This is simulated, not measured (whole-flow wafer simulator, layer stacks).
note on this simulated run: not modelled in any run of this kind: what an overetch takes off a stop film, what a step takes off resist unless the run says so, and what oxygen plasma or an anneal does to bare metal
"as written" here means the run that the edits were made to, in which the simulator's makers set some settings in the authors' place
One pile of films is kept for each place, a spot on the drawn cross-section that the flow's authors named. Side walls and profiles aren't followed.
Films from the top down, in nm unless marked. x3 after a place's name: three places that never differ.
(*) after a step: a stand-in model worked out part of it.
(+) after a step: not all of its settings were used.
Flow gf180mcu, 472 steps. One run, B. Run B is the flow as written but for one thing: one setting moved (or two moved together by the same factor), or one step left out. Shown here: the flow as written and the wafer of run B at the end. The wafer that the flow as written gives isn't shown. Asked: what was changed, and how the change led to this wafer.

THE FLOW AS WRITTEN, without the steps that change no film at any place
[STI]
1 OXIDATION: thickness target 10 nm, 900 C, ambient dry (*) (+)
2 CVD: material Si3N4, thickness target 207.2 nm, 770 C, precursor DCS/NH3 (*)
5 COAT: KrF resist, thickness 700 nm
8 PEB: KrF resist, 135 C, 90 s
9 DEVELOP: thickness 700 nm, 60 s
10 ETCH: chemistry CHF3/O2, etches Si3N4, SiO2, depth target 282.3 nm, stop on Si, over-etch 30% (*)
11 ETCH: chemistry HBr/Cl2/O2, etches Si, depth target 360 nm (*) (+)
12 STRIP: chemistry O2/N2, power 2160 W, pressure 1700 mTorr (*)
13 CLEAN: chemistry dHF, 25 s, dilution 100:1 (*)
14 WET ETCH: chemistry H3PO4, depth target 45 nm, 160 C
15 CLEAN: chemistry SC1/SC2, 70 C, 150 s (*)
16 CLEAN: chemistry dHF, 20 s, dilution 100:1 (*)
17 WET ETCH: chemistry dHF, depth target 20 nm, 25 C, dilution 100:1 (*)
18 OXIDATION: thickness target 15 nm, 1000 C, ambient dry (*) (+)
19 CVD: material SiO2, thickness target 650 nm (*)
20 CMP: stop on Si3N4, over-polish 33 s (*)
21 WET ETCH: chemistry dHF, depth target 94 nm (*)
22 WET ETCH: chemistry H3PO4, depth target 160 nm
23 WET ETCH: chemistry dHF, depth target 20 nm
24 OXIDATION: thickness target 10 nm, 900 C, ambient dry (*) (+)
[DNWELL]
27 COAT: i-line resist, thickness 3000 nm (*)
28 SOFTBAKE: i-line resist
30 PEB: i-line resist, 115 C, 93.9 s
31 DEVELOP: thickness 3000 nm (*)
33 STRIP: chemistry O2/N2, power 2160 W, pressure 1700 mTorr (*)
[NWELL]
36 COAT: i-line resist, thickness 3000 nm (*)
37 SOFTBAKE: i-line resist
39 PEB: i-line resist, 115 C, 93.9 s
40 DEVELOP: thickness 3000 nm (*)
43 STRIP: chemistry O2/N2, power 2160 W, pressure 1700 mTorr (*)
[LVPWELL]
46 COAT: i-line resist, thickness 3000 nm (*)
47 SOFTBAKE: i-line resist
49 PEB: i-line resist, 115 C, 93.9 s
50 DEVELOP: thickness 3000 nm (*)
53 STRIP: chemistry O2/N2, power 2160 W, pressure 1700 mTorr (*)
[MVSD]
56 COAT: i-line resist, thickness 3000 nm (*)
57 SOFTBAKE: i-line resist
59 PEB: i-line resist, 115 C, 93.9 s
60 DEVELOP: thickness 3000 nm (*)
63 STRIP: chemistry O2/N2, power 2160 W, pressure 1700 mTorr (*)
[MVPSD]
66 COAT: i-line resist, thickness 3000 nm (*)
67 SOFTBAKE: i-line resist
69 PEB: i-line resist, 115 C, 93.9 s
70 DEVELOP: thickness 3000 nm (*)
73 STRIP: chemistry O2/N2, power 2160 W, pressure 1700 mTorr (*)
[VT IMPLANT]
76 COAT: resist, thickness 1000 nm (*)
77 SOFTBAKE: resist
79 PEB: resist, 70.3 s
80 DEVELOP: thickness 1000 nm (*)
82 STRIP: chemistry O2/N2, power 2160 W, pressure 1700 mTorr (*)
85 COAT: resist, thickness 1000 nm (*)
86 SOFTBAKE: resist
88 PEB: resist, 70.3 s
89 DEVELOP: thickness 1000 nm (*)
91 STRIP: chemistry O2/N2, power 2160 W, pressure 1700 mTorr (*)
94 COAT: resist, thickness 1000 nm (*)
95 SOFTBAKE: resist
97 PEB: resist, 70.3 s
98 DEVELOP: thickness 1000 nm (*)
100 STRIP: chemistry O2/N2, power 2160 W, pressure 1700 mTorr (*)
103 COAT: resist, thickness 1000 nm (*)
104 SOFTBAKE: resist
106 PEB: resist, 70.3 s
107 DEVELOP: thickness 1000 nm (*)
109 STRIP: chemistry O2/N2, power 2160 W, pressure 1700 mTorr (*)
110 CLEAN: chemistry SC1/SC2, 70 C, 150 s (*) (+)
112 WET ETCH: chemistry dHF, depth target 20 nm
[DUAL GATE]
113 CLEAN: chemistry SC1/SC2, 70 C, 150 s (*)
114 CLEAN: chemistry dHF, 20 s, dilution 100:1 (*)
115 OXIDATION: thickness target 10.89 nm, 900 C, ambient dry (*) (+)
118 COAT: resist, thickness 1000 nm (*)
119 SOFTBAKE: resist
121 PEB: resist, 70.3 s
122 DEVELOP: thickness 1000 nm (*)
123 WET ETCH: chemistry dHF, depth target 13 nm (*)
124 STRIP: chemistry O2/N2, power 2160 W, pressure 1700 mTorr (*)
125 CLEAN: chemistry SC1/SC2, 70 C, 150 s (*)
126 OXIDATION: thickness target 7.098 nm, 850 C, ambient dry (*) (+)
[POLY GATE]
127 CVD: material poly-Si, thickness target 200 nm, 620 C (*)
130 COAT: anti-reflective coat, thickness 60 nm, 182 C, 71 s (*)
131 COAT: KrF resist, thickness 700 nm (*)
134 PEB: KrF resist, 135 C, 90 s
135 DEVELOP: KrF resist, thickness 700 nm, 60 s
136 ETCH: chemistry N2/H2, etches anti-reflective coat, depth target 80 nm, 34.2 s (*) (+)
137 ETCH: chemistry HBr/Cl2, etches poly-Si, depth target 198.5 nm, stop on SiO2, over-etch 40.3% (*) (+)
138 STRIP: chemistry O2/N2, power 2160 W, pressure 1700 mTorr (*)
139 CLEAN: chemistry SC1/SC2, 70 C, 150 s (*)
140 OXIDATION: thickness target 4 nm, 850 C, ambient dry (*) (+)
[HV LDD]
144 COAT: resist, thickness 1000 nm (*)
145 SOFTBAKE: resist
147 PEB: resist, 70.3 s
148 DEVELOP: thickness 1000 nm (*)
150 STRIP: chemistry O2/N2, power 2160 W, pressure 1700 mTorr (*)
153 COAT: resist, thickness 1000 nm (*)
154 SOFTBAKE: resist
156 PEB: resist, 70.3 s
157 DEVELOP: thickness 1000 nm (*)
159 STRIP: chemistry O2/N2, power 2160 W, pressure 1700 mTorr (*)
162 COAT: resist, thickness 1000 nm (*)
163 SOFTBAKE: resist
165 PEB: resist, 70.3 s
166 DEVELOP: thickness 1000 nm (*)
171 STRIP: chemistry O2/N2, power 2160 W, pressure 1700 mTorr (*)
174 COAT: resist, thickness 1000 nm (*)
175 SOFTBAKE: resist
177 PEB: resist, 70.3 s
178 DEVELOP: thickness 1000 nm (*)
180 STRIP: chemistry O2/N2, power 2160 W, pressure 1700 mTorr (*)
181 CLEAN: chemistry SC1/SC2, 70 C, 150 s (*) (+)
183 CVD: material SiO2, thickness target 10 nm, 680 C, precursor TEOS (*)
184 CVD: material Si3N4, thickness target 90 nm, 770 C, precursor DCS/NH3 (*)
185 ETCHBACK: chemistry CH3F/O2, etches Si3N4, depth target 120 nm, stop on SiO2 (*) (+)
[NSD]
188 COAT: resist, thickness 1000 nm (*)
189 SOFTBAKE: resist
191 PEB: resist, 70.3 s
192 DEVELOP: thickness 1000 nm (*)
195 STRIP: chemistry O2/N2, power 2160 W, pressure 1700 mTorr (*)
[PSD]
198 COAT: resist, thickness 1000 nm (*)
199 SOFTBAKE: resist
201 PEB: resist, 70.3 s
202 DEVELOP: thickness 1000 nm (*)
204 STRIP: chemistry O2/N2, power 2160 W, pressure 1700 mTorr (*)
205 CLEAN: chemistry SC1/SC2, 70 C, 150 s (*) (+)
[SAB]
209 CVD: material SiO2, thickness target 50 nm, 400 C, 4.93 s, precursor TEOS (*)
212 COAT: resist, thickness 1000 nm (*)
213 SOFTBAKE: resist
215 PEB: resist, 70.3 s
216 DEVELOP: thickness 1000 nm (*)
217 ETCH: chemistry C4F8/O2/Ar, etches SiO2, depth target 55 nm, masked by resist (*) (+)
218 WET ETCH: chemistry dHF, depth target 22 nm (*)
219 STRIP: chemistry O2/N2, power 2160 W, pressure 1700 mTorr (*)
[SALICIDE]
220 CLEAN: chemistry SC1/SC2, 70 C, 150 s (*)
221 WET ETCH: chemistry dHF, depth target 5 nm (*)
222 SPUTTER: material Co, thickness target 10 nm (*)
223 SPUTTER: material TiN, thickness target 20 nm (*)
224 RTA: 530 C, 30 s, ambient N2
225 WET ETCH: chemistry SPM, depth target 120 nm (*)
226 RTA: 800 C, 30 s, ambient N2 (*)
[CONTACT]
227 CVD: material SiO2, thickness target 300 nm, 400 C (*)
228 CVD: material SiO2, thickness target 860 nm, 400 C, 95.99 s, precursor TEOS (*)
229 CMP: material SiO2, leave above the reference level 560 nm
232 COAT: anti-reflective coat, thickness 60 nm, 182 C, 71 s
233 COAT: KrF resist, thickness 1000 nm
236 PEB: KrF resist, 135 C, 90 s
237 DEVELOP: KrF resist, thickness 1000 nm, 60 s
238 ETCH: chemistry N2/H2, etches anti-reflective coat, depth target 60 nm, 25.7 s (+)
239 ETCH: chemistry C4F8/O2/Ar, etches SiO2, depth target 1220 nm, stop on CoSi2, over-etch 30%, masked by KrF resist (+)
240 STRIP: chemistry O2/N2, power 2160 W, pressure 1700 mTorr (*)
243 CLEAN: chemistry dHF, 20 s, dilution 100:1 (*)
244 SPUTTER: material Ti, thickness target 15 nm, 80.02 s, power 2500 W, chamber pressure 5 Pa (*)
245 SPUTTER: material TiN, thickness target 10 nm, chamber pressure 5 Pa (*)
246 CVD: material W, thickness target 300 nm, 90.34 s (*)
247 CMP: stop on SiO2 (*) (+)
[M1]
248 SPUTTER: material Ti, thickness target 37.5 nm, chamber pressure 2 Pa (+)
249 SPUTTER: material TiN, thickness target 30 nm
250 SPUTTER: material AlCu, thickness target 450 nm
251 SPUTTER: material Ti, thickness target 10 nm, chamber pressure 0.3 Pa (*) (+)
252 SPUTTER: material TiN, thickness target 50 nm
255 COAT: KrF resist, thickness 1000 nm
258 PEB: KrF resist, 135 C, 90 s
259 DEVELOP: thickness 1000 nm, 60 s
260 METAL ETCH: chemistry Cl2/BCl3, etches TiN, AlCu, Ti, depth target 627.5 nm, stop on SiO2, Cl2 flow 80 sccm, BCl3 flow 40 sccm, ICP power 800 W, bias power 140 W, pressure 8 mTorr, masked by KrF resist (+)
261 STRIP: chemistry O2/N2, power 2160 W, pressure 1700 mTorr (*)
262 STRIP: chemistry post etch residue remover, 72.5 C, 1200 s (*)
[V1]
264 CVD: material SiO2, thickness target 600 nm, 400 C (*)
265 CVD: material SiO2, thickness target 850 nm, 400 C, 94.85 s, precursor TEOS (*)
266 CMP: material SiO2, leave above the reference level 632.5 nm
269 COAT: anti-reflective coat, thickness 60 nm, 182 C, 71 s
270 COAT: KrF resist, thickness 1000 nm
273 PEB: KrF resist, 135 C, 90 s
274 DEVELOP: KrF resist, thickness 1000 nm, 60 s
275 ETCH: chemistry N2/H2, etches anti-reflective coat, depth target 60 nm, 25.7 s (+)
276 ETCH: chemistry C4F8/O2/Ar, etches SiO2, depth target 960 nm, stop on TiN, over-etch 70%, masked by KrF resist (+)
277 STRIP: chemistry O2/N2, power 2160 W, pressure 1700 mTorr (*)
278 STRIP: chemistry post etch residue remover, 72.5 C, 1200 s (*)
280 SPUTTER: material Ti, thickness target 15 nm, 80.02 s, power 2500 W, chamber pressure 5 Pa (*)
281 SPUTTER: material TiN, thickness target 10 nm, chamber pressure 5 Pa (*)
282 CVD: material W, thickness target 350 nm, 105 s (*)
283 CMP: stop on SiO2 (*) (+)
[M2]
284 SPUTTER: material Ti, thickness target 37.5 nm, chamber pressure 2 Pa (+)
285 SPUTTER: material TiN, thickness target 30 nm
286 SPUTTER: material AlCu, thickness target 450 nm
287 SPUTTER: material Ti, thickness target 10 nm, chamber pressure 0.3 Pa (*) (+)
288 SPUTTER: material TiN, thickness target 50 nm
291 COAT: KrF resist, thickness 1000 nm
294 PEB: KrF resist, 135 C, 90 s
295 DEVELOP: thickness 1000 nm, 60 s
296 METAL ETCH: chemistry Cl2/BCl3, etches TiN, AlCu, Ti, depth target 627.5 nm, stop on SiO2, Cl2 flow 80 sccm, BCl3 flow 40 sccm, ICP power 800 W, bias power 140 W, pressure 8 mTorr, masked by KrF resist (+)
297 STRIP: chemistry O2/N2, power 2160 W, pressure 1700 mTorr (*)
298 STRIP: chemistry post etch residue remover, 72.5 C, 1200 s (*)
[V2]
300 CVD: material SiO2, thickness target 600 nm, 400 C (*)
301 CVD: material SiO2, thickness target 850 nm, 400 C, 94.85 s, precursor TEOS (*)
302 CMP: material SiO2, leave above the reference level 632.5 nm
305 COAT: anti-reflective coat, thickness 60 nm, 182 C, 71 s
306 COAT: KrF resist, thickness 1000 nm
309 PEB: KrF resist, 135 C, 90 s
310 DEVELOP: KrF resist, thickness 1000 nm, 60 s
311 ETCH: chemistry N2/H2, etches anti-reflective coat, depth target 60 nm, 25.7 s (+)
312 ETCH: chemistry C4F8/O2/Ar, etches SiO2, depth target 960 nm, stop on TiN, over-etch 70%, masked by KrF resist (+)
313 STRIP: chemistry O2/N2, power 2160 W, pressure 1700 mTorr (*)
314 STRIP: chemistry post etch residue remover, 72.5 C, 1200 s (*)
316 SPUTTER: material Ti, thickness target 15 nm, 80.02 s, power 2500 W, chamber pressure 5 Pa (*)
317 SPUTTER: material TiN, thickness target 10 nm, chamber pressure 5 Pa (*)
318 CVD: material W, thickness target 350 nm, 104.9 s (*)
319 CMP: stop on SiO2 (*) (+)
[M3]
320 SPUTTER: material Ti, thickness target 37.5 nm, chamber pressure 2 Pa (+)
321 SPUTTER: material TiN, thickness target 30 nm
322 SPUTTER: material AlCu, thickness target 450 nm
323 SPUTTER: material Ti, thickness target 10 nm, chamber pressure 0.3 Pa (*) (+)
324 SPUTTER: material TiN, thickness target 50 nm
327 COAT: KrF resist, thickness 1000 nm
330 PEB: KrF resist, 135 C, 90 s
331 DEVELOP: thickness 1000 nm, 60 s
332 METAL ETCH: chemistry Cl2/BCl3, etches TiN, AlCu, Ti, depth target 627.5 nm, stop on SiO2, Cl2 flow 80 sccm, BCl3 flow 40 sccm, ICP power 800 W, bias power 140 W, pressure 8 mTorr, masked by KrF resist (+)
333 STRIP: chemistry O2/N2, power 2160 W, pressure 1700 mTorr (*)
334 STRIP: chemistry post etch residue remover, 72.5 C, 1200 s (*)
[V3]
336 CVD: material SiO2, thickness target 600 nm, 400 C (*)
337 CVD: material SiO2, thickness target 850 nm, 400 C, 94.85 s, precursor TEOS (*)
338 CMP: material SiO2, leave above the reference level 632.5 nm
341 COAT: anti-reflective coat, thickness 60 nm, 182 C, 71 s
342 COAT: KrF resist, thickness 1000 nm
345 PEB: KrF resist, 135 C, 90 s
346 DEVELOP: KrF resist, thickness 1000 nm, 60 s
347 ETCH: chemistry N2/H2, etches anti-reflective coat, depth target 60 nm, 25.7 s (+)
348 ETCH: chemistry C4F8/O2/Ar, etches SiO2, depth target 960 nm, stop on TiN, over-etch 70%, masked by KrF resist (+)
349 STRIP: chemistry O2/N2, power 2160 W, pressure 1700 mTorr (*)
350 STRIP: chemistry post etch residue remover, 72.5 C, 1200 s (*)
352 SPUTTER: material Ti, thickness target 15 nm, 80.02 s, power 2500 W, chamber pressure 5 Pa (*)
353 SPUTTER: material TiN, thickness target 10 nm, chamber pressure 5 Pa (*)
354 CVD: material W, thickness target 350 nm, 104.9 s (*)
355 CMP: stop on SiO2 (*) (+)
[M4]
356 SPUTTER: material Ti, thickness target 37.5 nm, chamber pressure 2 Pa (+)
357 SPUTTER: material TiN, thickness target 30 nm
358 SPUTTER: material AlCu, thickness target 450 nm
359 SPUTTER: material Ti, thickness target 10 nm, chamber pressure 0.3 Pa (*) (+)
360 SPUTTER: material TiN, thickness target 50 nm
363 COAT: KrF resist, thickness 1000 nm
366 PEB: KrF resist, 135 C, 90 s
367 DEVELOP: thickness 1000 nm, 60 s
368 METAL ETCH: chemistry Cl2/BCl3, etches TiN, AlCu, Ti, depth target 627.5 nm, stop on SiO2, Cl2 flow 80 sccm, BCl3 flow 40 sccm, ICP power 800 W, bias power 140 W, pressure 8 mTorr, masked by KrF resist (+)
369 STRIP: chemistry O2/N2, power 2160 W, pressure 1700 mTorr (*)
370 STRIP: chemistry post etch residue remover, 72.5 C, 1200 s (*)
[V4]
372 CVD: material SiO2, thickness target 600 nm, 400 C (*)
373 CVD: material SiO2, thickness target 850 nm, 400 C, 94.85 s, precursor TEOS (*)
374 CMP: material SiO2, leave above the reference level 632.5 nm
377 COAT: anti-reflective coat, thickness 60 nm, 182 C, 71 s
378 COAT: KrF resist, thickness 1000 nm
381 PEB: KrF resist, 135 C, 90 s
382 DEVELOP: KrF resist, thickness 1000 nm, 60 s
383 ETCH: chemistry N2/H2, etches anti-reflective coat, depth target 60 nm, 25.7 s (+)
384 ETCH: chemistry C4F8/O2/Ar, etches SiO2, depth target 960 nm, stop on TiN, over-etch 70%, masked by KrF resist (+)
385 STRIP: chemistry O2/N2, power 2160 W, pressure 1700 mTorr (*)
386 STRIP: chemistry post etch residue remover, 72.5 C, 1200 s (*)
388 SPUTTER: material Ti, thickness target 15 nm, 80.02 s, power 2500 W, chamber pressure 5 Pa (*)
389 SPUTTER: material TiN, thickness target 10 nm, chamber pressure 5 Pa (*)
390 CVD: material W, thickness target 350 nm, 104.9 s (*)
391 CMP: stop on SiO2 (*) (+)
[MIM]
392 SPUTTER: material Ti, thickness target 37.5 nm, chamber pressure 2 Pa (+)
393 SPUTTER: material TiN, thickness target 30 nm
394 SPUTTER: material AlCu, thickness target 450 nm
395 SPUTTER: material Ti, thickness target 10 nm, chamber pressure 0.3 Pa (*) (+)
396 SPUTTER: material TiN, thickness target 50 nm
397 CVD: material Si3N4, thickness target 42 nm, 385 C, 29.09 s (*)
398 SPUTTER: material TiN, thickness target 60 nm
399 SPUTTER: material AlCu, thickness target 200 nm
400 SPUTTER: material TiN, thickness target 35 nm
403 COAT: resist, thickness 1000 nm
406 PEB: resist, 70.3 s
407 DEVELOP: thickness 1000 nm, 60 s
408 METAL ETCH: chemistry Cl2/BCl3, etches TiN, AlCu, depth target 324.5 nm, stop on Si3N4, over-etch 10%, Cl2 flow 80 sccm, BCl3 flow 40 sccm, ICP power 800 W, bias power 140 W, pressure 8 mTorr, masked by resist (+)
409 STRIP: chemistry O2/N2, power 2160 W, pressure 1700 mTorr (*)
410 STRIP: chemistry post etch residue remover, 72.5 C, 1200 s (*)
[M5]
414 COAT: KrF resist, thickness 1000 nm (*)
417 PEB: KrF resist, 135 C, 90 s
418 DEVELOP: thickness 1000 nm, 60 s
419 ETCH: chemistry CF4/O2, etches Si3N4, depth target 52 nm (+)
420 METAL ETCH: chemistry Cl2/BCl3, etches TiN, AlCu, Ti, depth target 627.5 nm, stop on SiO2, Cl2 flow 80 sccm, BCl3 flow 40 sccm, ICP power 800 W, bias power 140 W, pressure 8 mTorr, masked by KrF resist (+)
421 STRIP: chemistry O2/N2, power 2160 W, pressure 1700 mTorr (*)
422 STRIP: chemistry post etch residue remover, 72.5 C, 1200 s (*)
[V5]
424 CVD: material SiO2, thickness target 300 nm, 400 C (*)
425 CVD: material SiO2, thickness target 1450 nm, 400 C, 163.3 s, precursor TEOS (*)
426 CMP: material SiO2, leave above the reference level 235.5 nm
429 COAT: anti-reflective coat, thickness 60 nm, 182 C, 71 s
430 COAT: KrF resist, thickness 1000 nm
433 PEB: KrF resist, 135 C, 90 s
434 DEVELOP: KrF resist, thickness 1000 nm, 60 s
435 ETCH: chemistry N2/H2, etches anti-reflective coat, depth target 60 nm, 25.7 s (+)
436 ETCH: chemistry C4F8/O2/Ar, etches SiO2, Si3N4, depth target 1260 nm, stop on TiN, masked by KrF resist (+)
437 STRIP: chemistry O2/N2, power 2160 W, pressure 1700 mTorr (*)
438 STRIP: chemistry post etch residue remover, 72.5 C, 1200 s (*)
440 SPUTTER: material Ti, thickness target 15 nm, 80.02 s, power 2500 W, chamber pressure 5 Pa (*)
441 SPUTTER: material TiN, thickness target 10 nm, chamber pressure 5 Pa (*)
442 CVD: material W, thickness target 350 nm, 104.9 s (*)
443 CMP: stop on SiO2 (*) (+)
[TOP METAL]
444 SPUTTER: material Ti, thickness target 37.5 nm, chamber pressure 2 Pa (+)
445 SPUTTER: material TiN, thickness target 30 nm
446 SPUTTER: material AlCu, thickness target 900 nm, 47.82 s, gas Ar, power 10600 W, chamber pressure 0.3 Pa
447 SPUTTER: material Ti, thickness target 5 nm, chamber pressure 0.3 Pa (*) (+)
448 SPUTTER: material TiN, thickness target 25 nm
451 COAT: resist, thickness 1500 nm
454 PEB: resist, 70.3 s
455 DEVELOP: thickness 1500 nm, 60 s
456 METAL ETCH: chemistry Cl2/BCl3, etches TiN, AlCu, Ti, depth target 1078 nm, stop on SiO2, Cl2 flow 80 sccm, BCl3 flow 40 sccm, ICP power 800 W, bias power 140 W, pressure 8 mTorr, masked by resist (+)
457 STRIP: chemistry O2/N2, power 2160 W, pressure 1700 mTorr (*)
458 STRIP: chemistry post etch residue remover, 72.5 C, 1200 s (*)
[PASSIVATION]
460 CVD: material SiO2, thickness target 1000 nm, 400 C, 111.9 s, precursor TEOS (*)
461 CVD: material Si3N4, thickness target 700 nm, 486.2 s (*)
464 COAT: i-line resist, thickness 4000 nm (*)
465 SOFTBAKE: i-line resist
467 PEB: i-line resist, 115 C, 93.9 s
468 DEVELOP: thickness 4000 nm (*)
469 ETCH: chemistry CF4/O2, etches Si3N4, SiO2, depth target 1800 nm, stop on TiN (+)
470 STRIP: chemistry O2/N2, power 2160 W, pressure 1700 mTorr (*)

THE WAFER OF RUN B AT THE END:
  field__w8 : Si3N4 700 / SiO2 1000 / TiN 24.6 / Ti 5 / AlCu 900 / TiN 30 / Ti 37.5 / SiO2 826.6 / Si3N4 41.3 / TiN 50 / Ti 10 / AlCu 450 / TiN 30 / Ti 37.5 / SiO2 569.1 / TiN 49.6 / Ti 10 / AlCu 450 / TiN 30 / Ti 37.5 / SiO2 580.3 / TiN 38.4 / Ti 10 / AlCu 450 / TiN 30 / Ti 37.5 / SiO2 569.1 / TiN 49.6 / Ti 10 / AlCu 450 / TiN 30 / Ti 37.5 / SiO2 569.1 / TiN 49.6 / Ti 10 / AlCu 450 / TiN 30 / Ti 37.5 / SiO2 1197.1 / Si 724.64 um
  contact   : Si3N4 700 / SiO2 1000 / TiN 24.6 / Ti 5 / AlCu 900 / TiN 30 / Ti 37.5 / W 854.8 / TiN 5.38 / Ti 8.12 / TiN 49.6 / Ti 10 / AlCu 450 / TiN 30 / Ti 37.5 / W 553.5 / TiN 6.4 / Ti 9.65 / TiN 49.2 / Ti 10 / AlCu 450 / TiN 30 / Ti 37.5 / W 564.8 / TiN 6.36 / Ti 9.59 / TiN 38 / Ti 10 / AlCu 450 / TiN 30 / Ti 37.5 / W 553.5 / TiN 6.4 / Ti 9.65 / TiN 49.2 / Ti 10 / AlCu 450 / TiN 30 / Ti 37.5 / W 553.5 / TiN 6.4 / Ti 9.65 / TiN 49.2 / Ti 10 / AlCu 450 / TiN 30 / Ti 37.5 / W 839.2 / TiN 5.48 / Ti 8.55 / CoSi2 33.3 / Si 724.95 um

The cause: step 324, SPUTTER: thickness target 38.8 nm was run, where the flow has thickness target 50 nm.

How the change led to this, step by step:
  324 SPUTTER: material TiN, thickness target 50 nm
      field, field__w1, field__w2 and 108 more: TiN +38.8 (new film) (as written it would be: TiN +50 (new film))
  332 METAL ETCH: chemistry Cl2/BCl3, etches TiN, AlCu, Ti, depth target 627.5 nm, stop on SiO2, Cl2 flow 80 sccm, BCl3 flow 40 sccm, ICP power 800 W, bias power 140 W, pressure 8 mTorr, masked by KrF resist (+)
      field, field__w1, field__w2 and 103 more: TiN -38.8 (all of it), Ti -10 (all of it), AlCu -450 (all of it), TiN -30 (all of it), Ti -37.5 (all of it) (as written it would be: TiN -50 (all of it), Ti -10 (all of it), AlCu -450 (all of it), TiN -30 (all of it), Ti -37.5 (all of it))
